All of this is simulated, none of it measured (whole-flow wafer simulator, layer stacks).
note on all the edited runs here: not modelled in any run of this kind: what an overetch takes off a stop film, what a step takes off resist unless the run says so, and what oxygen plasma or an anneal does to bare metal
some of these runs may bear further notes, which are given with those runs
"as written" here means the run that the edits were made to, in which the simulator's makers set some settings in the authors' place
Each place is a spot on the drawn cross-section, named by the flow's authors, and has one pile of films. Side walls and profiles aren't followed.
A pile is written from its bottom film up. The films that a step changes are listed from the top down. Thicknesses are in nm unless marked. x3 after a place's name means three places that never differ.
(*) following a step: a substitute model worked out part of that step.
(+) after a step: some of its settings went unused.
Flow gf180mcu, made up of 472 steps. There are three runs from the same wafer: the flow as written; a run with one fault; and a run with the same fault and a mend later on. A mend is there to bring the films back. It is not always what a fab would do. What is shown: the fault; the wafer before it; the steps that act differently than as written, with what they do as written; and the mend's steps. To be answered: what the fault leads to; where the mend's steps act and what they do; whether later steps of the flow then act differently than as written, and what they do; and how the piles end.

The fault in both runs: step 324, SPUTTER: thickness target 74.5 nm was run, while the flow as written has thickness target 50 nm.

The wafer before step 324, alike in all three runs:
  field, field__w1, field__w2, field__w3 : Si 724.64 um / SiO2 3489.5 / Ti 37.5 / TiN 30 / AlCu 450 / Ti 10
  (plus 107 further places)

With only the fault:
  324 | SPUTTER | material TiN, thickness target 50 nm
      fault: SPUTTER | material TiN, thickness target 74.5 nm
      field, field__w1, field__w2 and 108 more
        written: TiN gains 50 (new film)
        fault: TiN gains 74.5 (new film)
  Steps further on in the flow that do not act as written (not shown: 3 more steps that differ only slightly, by at most 2% or 0.5 nm, whichever is larger):
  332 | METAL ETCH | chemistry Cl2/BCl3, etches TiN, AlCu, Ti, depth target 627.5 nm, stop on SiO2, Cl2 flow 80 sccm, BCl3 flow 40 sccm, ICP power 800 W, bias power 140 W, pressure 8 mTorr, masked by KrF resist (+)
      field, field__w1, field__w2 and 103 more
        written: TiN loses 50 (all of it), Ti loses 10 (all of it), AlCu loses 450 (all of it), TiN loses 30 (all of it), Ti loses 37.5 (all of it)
        fault: TiN loses 74.5 (all of it), Ti loses 10 (all of it), AlCu loses 450 (all of it), TiN loses 30 (all of it), Ti loses 37.5 (all of it)
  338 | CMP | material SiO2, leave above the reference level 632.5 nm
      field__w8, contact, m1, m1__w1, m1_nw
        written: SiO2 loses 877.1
        fault: SiO2 loses 901.6
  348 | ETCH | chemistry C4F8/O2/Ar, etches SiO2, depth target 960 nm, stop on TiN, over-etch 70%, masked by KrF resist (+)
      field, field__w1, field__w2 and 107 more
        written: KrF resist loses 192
        fault: KrF resist loses 186.3
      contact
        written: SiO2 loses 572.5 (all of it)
        fault: SiO2 loses 548 (all of it)
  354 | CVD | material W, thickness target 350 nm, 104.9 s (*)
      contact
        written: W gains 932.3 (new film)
        fault: W gains 907.6 (new film)
  At field__w8, contact, m1, m1__w1, m1_nw, the piles at the end differ from the flow's by more than 2% or 0.5 nm, whichever is larger.
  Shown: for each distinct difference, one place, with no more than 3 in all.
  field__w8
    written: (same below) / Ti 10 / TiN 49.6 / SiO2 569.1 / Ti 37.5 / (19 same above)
    fault: (same below) / Ti 10 / TiN 74.1 / SiO2 544.6 / Ti 37.5 / (19 same above)
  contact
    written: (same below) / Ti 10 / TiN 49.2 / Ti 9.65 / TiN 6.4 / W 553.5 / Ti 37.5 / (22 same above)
    fault: (same below) / Ti 10 / TiN 73.7 / Ti 9.79 / TiN 6.5 / W 528.8 / Ti 37.5 / (22 same above)

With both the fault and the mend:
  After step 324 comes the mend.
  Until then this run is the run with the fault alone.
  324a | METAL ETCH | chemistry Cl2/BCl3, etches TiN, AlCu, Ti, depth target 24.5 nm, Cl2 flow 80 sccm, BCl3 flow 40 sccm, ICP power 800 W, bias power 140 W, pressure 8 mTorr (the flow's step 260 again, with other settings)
      field, field__w1, field__w2 and 108 more
        TiN loses 24.5
  Later steps of the flow that are run all act as written at every place that is followed.
  By the end, the piles equal the flow's at every place that both follow.
